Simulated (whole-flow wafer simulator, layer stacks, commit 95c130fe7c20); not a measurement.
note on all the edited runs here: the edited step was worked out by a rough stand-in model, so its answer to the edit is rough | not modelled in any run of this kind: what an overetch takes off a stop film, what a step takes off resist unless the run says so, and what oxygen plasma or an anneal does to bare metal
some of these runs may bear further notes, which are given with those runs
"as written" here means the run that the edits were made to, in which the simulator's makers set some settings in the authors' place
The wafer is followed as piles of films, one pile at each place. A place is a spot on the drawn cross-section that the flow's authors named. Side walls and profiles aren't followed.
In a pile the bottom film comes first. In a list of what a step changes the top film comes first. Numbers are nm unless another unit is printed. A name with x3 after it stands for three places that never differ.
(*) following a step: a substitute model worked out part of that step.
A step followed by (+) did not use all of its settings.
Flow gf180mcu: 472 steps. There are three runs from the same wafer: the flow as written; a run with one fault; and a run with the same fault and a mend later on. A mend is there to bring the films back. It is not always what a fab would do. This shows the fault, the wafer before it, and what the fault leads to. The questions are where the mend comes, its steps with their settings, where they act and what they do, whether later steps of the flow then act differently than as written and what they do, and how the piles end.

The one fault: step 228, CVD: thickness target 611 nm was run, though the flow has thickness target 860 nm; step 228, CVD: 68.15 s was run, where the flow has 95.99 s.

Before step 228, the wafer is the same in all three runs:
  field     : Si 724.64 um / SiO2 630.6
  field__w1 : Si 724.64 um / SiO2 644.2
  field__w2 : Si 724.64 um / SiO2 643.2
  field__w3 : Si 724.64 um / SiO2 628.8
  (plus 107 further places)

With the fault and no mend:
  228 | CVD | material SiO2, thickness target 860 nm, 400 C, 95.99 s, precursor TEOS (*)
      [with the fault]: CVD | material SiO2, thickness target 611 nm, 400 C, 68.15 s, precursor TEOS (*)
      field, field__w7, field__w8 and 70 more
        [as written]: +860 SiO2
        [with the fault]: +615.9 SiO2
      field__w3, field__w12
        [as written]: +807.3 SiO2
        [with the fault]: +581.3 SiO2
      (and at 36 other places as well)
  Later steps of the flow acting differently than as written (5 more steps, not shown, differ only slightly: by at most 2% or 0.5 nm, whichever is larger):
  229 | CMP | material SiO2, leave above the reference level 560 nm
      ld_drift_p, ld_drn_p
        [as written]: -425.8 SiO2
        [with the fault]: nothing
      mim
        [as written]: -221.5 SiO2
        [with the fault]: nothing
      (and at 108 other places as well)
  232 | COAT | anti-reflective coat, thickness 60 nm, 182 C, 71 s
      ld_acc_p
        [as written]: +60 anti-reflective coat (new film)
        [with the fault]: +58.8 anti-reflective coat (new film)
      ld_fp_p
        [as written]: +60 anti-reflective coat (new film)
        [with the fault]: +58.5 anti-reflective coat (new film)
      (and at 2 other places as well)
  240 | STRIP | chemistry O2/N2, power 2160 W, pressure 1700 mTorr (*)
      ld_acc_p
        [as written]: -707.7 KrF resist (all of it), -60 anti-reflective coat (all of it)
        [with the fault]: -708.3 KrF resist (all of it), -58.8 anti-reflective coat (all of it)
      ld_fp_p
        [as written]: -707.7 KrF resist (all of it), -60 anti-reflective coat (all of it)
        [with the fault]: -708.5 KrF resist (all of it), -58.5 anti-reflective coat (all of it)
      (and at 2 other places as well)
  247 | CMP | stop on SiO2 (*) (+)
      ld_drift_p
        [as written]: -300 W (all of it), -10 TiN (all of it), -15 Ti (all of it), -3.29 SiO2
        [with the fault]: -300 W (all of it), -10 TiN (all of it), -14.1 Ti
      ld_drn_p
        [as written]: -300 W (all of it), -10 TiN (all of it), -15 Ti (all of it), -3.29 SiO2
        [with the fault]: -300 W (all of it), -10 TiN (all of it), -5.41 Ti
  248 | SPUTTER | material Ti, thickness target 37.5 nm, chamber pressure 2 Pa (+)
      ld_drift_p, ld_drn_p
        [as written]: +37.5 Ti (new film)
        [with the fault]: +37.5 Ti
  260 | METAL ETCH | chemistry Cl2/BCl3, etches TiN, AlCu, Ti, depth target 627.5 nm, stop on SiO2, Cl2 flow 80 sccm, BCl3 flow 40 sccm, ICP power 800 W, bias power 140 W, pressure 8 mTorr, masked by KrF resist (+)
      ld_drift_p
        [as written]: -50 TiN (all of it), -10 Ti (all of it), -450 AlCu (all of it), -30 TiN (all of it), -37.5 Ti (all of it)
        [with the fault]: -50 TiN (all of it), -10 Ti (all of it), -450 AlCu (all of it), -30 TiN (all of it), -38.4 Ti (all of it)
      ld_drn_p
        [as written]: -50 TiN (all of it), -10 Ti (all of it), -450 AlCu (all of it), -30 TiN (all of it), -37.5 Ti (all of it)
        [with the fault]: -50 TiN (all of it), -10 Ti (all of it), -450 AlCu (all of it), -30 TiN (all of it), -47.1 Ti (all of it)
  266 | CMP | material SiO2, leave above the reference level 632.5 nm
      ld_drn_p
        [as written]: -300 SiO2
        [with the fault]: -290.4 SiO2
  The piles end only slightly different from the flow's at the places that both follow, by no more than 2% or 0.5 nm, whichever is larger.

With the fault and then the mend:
  The mend stands after step 228.
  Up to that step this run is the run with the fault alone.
  228a | CVD | material SiO2, thickness target 249 nm, 400 C, 27.79 s, precursor TEOS (*) (the flow's step 228 again, with other settings)
      field, field__w7, field__w8 and 72 more
        +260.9 SiO2
      field_sub__w4, field_sub__w5, ld_drn_n, ld_sd_p
        +254.1 SiO2
      field__w1, contact
        +256 SiO2
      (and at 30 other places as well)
  Later steps of the flow acting differently than as written:
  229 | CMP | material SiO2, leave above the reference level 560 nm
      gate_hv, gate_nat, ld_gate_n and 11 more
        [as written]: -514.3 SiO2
        [with the mend]: -531.2 SiO2
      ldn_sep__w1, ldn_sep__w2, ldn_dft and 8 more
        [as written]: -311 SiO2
        [with the mend]: -327.9 SiO2
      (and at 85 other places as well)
  The piles end the same as the flow's at every place that both follow.
